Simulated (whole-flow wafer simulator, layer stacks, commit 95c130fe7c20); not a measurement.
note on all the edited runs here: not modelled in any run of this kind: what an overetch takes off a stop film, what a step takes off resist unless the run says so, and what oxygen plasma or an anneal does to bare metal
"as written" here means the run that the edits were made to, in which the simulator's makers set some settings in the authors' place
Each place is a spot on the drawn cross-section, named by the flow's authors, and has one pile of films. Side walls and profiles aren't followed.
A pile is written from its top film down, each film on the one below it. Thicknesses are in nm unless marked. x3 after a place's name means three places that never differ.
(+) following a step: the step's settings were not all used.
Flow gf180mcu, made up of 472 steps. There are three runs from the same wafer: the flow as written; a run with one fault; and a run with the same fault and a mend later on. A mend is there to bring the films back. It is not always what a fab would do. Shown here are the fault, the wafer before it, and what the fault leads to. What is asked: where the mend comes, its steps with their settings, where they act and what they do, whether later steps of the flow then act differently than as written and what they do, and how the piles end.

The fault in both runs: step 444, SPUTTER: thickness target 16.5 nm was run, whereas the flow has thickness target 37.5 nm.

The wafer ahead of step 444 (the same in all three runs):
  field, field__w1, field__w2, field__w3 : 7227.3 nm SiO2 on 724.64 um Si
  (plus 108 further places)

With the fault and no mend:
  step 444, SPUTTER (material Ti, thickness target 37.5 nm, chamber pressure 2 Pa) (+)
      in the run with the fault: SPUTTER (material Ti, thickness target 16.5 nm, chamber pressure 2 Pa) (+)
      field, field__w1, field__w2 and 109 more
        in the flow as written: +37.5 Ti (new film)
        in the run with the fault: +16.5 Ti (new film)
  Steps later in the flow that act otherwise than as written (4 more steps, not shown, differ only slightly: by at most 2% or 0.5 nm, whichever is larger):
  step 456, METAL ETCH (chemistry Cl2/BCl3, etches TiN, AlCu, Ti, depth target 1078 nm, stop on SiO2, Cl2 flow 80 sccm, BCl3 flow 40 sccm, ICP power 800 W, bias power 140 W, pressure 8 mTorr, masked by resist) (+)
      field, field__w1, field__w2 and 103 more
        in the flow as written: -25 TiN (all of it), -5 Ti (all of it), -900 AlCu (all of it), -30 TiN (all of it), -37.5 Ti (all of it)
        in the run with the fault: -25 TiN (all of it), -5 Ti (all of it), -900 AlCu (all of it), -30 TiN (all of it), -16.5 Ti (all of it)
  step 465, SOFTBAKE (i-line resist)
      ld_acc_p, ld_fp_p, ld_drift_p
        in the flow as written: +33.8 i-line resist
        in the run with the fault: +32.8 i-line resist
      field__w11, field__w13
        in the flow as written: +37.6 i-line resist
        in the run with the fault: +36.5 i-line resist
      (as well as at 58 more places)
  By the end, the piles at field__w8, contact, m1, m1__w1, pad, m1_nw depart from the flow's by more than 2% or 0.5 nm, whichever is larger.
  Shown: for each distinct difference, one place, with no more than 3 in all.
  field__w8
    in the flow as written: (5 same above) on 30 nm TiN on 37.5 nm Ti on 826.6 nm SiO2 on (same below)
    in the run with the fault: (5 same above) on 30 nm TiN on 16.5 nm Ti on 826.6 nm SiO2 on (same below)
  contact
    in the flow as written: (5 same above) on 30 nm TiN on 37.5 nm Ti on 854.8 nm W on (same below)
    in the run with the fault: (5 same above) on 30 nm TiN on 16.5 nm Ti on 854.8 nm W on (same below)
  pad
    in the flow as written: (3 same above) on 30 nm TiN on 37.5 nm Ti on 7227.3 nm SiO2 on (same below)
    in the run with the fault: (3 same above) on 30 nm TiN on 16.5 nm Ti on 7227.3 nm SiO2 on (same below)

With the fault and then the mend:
  After step 444 comes the mend.
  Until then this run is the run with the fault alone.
  step 444a, SPUTTER (material Ti, thickness target 21 nm, chamber pressure 2 Pa) (+) (a further turn of the flow's step 444, with different settings)
      field, field__w1, field__w2 and 109 more
        +21 Ti
  None of the later steps of the flow acts differently than as written at any place that is followed.
  The piles end the same as the flow's at every place that both follow.
